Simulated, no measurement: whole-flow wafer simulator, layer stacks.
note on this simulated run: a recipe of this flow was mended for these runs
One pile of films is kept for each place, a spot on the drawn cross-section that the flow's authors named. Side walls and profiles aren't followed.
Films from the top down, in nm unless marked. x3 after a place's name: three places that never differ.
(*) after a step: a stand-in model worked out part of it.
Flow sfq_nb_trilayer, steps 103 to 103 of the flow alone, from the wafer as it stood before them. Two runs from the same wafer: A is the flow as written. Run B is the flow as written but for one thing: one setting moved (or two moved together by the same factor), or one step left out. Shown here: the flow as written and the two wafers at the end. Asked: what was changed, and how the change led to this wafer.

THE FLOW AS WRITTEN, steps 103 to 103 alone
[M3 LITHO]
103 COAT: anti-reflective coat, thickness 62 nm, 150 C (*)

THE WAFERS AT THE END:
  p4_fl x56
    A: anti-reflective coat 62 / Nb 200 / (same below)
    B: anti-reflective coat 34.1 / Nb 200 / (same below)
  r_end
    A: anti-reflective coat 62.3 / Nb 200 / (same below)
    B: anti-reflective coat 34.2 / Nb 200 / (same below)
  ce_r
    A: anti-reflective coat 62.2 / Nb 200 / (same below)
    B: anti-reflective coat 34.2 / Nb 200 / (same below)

The cause: step 103, COAT: thickness 34.1 nm was run, where the flow has thickness 62 nm.
It can be read off the wafer: p4_fl x56 has anti-reflective coat 34.1, and step 103 as written asks for 62 nm.

How the change led to this, step by step:
  103 COAT: anti-reflective coat, thickness 62 nm, 150 C (*)
      p4_fl x56, wl_j_sl x15, wl_d_m1, l0r_line_l x3, m0r_space_l x2: A anti-reflective coat +62 (new film) | B anti-reflective coat +34.1 (new film)
      r_end, moat, field_r and 7 more: A anti-reflective coat +62.3 (new film) | B anti-reflective coat +34.2 (new film)
      (and at 19 more places)
